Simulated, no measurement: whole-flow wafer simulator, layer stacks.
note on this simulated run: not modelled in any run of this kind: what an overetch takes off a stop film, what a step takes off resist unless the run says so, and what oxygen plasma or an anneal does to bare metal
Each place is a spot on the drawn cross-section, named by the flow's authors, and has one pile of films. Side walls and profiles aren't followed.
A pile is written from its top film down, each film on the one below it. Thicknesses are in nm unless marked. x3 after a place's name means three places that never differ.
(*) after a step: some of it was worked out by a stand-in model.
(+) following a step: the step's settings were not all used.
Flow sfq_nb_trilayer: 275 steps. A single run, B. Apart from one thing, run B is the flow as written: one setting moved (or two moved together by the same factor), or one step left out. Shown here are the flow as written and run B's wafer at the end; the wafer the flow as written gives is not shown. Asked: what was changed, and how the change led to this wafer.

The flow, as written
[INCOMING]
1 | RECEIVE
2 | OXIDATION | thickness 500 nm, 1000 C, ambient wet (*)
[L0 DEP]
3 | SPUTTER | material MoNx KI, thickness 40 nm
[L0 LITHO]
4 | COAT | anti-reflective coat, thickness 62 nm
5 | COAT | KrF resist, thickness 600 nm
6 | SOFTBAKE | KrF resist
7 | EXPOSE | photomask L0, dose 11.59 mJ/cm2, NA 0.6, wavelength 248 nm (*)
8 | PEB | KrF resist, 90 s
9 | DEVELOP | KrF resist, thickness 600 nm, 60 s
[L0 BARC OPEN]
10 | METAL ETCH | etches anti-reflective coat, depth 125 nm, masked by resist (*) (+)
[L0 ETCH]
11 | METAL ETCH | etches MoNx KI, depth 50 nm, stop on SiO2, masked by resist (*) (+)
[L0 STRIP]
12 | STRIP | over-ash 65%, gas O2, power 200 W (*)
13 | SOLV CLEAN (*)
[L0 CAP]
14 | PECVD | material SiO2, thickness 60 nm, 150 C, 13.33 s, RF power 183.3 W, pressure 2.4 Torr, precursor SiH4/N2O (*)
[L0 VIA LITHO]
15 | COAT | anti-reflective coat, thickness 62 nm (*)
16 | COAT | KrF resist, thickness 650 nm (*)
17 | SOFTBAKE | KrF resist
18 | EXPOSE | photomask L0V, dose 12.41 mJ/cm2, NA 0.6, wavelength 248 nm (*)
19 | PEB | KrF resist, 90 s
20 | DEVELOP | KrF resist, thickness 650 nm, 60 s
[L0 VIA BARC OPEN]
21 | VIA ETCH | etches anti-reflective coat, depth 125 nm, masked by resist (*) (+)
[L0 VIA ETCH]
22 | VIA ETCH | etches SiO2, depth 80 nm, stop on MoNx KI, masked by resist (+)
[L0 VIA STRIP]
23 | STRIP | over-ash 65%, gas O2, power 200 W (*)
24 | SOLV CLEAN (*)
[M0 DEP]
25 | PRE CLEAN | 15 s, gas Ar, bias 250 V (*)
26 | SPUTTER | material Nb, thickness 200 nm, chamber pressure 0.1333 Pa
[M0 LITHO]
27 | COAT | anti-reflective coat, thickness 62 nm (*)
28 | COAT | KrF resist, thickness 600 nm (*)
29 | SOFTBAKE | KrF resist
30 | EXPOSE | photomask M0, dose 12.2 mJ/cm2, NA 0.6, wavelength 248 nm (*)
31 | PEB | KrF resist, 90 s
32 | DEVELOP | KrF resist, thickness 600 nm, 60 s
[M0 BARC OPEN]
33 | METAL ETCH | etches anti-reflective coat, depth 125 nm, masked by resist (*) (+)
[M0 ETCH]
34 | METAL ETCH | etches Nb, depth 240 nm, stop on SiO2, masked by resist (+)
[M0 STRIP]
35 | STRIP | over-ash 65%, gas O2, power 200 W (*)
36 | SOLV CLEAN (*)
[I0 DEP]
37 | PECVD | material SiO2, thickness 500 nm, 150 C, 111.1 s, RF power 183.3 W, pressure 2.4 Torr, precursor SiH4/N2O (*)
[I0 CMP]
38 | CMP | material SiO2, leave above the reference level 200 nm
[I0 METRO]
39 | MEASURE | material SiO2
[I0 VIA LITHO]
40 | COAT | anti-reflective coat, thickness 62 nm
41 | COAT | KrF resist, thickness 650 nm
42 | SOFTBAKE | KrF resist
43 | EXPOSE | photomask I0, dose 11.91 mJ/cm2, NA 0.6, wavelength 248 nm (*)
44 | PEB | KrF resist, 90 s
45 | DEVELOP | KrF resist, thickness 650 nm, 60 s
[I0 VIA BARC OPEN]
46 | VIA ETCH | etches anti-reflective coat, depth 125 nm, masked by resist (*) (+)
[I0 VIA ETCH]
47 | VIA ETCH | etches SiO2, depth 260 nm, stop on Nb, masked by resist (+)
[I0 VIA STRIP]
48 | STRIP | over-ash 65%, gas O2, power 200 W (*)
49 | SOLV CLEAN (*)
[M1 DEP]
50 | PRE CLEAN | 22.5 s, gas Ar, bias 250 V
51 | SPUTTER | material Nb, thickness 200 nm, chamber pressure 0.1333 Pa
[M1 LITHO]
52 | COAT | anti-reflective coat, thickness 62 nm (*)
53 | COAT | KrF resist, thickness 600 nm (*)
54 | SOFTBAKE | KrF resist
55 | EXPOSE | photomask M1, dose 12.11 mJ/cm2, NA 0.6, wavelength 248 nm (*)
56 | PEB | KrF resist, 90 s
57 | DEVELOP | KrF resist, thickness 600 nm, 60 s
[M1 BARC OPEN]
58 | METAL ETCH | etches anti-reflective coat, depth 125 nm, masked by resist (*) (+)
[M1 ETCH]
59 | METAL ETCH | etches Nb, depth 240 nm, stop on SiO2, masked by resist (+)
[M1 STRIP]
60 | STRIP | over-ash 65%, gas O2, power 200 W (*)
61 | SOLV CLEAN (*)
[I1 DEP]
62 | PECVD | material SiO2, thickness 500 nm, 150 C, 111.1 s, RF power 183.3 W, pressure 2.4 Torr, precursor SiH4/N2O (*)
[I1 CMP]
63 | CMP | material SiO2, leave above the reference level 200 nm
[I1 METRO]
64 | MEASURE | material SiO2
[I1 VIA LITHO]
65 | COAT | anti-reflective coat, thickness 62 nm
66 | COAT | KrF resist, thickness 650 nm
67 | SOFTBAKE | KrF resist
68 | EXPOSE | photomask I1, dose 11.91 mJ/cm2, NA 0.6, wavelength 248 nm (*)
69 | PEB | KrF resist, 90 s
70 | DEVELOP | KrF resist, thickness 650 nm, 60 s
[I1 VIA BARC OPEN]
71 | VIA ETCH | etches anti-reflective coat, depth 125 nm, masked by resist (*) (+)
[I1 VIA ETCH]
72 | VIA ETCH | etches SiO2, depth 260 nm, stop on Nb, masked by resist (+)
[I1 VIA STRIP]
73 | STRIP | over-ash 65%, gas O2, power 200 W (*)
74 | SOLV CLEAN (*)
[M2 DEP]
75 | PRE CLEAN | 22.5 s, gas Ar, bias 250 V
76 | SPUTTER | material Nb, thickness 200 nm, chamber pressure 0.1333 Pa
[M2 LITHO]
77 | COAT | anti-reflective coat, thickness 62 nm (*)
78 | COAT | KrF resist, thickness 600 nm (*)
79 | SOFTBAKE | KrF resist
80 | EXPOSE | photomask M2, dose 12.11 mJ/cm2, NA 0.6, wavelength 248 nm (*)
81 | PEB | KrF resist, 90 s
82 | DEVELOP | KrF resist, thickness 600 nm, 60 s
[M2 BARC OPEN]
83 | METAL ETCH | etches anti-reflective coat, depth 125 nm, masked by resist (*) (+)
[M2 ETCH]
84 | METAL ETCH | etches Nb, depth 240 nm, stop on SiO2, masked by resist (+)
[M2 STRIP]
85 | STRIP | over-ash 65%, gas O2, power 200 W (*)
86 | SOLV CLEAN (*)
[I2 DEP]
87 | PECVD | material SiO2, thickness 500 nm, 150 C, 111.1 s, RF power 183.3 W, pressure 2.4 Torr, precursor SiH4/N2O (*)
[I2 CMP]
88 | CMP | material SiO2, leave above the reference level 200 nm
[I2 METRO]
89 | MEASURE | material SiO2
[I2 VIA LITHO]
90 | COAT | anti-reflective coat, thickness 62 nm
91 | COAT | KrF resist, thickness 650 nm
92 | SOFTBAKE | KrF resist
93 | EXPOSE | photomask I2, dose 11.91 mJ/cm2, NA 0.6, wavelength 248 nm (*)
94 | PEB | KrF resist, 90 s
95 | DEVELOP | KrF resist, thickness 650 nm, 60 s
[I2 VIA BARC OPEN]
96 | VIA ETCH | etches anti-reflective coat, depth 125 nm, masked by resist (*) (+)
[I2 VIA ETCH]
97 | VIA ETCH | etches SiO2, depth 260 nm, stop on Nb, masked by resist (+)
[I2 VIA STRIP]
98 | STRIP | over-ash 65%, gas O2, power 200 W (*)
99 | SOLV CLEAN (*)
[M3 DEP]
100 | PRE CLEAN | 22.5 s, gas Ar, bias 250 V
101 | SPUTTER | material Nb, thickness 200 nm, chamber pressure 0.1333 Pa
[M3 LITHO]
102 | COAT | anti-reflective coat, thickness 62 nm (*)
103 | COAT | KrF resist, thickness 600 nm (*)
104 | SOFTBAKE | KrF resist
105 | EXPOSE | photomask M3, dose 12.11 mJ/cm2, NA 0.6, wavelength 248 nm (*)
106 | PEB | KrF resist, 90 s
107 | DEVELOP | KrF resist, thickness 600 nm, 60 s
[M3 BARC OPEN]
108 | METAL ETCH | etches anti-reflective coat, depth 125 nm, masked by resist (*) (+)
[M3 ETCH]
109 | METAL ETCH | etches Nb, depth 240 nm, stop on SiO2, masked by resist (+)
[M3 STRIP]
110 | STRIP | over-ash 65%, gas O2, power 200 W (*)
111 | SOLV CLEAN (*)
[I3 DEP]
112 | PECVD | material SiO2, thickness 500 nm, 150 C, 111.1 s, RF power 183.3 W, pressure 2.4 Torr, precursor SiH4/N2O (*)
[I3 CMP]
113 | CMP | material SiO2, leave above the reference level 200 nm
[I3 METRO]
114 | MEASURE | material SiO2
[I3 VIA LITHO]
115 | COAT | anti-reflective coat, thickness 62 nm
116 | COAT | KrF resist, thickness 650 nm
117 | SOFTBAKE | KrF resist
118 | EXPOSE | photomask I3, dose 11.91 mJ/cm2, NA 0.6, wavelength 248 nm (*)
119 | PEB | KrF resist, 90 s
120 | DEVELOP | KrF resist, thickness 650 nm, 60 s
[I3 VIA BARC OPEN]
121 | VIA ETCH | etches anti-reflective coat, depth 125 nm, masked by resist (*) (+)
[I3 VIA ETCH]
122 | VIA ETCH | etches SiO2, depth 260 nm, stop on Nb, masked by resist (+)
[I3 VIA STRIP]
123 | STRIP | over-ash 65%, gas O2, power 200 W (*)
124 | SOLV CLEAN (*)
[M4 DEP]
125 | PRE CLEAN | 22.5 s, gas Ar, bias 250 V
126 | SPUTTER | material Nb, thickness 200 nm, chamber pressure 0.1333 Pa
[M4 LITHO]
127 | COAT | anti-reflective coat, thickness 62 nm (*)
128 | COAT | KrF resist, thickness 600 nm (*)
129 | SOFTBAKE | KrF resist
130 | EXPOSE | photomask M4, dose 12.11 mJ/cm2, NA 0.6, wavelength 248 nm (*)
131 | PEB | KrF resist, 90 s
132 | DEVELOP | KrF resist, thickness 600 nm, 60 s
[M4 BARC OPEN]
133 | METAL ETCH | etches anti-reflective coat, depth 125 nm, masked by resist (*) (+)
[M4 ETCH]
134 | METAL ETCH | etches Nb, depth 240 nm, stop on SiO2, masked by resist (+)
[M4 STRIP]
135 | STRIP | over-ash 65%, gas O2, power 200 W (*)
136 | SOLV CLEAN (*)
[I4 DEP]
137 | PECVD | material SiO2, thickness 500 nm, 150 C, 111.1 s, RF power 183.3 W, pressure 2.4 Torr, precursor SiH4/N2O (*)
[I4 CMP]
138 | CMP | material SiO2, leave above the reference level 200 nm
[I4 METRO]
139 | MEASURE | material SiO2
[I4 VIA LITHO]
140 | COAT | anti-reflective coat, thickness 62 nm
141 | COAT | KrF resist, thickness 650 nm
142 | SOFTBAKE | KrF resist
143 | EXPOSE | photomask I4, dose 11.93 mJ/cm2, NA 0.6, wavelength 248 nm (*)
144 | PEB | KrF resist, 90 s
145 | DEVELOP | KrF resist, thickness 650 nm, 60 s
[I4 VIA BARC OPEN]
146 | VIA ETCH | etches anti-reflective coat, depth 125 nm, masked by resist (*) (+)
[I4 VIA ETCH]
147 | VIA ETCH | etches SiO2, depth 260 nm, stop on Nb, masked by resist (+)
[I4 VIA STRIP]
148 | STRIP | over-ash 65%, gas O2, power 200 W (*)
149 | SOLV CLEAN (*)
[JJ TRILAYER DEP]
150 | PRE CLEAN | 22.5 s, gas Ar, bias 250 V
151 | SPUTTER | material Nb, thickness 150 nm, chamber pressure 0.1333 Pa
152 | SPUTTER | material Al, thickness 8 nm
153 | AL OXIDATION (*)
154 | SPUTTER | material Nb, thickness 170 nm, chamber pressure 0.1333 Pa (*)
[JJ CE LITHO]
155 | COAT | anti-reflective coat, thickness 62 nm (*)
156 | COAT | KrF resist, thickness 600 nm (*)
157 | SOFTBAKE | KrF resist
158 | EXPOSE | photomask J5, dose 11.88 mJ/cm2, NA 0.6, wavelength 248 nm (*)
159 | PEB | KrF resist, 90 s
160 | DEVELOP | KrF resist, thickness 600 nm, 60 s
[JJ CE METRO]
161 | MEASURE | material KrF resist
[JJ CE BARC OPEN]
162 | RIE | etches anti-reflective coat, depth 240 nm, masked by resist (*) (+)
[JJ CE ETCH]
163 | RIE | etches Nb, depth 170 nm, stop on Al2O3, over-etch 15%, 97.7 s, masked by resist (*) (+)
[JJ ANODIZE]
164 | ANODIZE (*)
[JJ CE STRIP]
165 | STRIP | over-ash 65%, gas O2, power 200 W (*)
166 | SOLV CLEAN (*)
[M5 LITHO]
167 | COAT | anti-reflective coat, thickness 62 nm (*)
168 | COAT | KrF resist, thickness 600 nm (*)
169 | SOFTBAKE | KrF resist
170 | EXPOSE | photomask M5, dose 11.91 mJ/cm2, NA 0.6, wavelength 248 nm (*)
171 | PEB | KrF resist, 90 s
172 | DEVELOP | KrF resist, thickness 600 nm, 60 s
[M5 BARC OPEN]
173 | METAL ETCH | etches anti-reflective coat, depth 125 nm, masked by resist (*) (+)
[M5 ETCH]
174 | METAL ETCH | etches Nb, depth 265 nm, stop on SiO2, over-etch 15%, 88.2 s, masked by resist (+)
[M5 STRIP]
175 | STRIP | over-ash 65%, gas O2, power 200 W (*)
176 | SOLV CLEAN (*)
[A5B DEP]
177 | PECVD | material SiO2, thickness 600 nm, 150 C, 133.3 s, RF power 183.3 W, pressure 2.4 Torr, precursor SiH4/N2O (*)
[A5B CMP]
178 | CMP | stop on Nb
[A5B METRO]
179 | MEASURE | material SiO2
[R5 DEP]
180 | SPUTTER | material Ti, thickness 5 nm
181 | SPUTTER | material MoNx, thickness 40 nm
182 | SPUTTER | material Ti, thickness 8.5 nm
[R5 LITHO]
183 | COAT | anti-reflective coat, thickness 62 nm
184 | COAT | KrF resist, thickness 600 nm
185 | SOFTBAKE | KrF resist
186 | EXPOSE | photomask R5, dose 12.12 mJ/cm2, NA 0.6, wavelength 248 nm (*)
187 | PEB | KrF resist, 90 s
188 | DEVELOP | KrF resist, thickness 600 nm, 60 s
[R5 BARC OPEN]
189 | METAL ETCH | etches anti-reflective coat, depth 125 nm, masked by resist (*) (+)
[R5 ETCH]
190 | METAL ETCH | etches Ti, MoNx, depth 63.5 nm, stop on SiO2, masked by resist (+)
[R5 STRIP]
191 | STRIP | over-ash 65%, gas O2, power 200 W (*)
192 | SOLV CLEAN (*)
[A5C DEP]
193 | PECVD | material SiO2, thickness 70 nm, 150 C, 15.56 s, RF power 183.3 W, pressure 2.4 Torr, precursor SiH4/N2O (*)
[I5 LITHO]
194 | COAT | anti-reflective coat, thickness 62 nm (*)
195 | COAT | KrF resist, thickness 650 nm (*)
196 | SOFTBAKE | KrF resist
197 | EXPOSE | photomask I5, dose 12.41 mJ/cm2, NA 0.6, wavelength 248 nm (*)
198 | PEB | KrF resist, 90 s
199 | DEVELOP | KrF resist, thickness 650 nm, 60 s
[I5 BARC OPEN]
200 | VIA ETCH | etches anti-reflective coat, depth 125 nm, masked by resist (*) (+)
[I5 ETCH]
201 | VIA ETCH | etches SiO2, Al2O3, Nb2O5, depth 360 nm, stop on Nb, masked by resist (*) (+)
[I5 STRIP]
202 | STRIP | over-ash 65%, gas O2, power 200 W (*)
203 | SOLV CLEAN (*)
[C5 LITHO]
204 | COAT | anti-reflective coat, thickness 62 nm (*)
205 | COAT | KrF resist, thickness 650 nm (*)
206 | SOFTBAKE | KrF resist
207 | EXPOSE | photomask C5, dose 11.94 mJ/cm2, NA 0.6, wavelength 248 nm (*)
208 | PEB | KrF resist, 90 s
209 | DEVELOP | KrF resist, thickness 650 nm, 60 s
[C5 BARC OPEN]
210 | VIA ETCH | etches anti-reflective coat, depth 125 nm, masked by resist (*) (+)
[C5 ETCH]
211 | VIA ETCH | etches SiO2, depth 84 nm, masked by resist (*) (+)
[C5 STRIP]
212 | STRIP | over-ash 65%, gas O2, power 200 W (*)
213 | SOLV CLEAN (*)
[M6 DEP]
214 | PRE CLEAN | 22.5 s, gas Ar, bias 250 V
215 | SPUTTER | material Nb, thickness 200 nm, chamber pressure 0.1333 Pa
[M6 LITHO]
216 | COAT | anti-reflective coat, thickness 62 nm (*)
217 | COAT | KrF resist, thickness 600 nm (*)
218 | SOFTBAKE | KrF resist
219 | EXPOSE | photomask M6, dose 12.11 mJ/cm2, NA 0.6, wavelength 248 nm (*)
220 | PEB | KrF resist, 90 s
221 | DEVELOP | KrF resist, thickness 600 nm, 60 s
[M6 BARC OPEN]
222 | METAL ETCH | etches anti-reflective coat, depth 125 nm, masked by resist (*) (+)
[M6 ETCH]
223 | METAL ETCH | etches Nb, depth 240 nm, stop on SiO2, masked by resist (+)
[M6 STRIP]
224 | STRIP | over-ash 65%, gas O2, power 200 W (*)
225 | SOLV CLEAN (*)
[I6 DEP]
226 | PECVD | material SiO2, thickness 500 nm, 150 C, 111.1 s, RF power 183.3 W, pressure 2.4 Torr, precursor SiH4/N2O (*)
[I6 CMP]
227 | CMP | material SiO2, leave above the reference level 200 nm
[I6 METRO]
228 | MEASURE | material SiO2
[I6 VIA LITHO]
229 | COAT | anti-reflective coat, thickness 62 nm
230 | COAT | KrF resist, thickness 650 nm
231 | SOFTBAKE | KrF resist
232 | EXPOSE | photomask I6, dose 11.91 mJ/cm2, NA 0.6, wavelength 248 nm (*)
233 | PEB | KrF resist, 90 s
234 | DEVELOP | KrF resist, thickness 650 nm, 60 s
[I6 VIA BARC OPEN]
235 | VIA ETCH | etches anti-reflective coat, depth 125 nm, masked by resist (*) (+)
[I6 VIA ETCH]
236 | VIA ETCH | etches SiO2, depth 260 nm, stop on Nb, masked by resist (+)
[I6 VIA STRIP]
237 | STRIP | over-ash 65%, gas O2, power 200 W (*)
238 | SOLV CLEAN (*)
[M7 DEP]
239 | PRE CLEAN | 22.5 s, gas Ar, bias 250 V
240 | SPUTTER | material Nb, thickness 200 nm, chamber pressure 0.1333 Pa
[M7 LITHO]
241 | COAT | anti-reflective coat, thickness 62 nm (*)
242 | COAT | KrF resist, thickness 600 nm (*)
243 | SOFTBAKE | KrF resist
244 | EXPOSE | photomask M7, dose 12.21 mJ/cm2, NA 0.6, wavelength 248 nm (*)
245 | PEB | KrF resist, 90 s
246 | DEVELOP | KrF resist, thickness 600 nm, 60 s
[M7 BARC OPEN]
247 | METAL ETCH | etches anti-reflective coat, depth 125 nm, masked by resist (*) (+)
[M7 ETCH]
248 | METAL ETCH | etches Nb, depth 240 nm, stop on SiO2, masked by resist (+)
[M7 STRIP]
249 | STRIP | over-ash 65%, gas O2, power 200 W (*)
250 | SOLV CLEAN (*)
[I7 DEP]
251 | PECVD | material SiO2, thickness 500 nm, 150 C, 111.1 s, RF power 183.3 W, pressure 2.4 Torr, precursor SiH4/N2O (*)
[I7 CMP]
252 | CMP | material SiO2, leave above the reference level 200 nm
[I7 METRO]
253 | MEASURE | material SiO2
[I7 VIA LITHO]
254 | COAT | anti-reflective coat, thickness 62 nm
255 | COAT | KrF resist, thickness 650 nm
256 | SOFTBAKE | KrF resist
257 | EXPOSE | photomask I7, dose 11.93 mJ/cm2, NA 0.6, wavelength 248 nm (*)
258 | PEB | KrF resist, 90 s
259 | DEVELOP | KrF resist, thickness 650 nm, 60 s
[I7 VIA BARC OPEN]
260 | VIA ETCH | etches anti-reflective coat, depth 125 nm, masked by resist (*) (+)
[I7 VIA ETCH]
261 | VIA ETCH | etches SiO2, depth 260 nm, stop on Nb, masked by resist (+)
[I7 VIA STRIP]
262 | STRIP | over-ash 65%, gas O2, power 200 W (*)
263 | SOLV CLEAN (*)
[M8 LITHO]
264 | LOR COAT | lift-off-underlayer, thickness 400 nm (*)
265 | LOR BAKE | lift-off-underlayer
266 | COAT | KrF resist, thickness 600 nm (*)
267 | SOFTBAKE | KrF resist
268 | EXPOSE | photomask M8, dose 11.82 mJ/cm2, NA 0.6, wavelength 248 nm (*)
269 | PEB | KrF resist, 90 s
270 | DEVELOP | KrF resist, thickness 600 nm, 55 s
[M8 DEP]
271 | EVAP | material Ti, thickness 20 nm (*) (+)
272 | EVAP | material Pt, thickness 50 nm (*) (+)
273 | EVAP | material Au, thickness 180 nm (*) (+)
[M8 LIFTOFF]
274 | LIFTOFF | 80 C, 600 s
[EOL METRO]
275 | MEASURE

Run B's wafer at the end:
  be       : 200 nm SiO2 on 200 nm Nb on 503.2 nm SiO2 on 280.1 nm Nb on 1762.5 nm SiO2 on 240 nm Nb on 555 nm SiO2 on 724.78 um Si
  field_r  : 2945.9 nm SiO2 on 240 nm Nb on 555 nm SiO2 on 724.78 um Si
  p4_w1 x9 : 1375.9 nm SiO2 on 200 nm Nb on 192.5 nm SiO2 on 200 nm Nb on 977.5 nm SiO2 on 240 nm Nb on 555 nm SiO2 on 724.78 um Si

The reason: step 26, SPUTTER: thickness 240 nm was run, whereas the flow has thickness 200 nm.
The wafer itself shows it: be has Nb 240, and step 26 as written asks for 200 nm.

The path from the change to this, step by step:
  26 | SPUTTER | material Nb, thickness 200 nm, chamber pressure 0.1333 Pa
      field_l, v_sur, via_wl and 102 more: Nb gains 240 (new film) (in the flow as written it would be: Nb gains 200 (new film))
      l0v: Nb gains 235.8 (new film) (in the flow as written it would be: Nb gains 195.7 (new film))
  34 | METAL ETCH | etches Nb, depth 240 nm, stop on SiO2, masked by resist (+)
      moat, m0r_space_l x2: Nb loses 240 (all of it) (in the flow as written it would be: Nb loses 200 (all of it))
  37 | PECVD | material SiO2, thickness 500 nm, 150 C, 111.1 s, RF power 183.3 W, pressure 2.4 Torr, precursor SiH4/N2O (*)
      moat, m0r_space_l x2: SiO2 gains 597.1 (in the flow as written it would be: SiO2 gains 557.1)
